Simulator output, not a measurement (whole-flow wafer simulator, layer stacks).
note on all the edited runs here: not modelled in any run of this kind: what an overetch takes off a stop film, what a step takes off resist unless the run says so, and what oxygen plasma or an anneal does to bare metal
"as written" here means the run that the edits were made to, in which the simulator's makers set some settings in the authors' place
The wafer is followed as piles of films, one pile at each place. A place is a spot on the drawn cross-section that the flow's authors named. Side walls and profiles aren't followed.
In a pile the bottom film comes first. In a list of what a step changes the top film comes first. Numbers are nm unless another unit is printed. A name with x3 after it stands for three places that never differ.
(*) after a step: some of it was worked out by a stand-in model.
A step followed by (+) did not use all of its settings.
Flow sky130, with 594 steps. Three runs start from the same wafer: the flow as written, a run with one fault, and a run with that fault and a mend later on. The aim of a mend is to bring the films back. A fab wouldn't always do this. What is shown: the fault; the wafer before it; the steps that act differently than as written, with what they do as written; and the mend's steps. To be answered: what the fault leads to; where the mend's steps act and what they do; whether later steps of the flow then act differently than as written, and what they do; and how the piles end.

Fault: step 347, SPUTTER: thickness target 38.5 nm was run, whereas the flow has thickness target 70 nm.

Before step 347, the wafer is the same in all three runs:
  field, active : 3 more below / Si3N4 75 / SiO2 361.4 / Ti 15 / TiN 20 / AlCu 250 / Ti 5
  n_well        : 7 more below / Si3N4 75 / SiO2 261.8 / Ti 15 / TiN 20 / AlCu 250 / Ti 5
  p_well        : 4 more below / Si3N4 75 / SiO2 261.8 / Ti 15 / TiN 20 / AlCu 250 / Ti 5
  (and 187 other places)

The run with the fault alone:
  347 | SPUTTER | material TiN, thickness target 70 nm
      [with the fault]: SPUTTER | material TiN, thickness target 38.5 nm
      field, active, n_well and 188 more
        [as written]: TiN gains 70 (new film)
        [with the fault]: TiN gains 38.5 (new film)
  Steps further on in the flow that do not act as written (not shown: 10 more steps that differ only slightly, by at most 2% or 0.5 nm, whichever is larger):
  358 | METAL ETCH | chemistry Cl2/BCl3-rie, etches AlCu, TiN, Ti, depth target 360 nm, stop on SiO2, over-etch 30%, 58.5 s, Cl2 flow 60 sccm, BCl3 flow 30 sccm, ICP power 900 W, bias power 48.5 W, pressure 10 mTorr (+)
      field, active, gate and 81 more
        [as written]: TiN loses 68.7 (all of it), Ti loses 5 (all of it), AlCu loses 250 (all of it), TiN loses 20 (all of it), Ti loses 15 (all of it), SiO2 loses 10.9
        [with the fault]: TiN loses 37.2 (all of it), Ti loses 5 (all of it), AlCu loses 250 (all of it), TiN loses 20 (all of it), Ti loses 15 (all of it), SiO2 loses 14.1
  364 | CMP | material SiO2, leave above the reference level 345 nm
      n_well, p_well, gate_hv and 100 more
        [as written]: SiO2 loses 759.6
        [with the fault]: SiO2 loses 728.1
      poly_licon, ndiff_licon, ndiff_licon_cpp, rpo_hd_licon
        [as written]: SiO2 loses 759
        [with the fault]: SiO2 loses 727.5
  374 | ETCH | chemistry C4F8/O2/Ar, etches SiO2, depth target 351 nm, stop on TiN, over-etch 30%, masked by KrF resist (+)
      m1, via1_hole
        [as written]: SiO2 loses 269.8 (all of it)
        [with the fault]: SiO2 loses 301.3 (all of it)
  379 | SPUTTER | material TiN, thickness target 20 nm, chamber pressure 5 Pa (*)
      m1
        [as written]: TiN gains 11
        [with the fault]: TiN gains 10.4
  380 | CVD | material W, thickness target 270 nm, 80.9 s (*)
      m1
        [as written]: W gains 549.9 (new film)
        [with the fault]: W gains 581.9 (new film)
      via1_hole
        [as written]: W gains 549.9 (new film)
        [with the fault]: W gains 582 (new film)
  By the end, the piles at n_well, p_well, gate_hv and 104 more depart from the flow's by more than 2% or 0.5 nm, whichever is larger.
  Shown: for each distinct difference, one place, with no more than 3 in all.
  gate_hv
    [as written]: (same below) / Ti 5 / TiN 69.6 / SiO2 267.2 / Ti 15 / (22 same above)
    [with the fault]: (same below) / Ti 5 / TiN 38.1 / SiO2 298.7 / Ti 15 / (22 same above)
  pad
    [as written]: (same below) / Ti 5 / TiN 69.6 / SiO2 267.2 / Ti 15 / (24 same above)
    [with the fault]: (same below) / Ti 5 / TiN 38.1 / SiO2 298.7 / Ti 15 / (24 same above)
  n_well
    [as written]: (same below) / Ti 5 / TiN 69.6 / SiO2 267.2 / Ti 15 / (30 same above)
    [with the fault]: (same below) / Ti 5 / TiN 38.1 / SiO2 298.7 / Ti 15 / (30 same above)

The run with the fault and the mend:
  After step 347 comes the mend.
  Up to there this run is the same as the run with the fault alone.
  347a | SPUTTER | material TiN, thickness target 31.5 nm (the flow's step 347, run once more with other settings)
      field, active, n_well and 188 more
        TiN gains 31.5
  None of the later steps of the flow differs from how it acts as written, at any place that is followed, by more than 2% or 0.5 nm, whichever is larger.
  By the end, the piles equal the flow's at every place that both follow.
